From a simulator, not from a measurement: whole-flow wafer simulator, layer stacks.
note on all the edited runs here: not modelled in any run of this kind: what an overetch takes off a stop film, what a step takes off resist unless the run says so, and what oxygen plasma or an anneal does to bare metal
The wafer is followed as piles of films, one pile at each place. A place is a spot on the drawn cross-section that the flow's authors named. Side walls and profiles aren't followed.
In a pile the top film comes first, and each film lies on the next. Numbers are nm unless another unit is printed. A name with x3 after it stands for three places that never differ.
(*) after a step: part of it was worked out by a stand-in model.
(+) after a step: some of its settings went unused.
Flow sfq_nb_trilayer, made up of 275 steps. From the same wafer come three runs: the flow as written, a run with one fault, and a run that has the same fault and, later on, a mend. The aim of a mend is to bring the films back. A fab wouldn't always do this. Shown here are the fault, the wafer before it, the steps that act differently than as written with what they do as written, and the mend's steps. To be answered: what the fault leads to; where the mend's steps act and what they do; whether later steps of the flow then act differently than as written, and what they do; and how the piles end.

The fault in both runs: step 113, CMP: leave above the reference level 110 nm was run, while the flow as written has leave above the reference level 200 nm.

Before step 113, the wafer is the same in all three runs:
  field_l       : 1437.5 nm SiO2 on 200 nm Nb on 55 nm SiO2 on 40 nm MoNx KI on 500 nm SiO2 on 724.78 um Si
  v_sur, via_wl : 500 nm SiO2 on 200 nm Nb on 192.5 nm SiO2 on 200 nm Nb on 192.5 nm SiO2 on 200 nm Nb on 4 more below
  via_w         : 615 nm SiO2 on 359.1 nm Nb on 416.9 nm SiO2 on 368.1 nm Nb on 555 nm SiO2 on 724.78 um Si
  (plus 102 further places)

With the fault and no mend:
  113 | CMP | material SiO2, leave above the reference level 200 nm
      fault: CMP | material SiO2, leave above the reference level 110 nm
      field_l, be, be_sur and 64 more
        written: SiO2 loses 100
        fault: SiO2 loses 190
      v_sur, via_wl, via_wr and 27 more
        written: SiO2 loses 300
        fault: SiO2 loses 390
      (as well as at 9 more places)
  Steps further on in the flow that do not act as written (3 other steps are not shown; they differ only slightly, by no more than 2% or 0.5 nm, whichever is larger):
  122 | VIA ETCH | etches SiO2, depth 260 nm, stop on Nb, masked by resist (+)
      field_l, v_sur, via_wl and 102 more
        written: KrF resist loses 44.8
        fault: KrF resist loses 28.4
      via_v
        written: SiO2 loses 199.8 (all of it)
        fault: SiO2 loses 109.8 (all of it)
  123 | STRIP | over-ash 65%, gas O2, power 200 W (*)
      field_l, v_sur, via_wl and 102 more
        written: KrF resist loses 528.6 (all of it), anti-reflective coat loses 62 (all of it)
        fault: KrF resist loses 545 (all of it), anti-reflective coat loses 62 (all of it)
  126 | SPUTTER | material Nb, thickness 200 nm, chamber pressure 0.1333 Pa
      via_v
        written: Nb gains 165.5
        fault: Nb gains 185.5
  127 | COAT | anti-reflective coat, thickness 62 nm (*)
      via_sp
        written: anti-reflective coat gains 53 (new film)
        fault: anti-reflective coat gains 51.3 (new film)
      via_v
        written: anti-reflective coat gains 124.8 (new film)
        fault: anti-reflective coat gains 109.8 (new film)
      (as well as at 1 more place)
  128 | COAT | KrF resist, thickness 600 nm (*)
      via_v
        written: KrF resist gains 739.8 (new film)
        fault: KrF resist gains 658.9 (new film)
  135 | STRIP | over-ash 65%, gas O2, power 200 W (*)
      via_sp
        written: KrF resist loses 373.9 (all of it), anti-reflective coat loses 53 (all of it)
        fault: KrF resist loses 382.6 (all of it), anti-reflective coat loses 51.3 (all of it)
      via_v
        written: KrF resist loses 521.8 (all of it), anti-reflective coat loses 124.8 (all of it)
        fault: KrF resist loses 441.2 (all of it), anti-reflective coat loses 109.8 (all of it)
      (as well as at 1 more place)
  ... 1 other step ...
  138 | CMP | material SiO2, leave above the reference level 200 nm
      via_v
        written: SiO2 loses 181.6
        fault: SiO2 loses 176.6
  At field_l, v_sur, via_wl and 103 more, the piles at the end differ from the flow's by more than 2% or 0.5 nm, whichever is larger.
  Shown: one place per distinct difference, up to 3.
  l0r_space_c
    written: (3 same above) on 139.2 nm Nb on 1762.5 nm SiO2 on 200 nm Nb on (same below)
    fault: (3 same above) on 139.2 nm Nb on 1672.5 nm SiO2 on 200 nm Nb on (same below)
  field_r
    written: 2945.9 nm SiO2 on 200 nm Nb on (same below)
    fault: 2855.9 nm SiO2 on 200 nm Nb on (same below)
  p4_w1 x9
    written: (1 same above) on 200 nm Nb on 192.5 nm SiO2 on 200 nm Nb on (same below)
    fault: (1 same above) on 200 nm Nb on 102.5 nm SiO2 on 200 nm Nb on (same below)

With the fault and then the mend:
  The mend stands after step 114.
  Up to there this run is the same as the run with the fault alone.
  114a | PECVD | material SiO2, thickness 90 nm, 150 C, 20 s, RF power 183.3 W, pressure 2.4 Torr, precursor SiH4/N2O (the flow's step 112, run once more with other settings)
      field_l, v_sur, via_wl and 103 more
        SiO2 gains 90
  Every later step of the flow that is run acts as written, at every place that is followed, to within 2% or 0.5 nm, whichever is larger.
  The piles end the same as the flow's at every place that both follow.
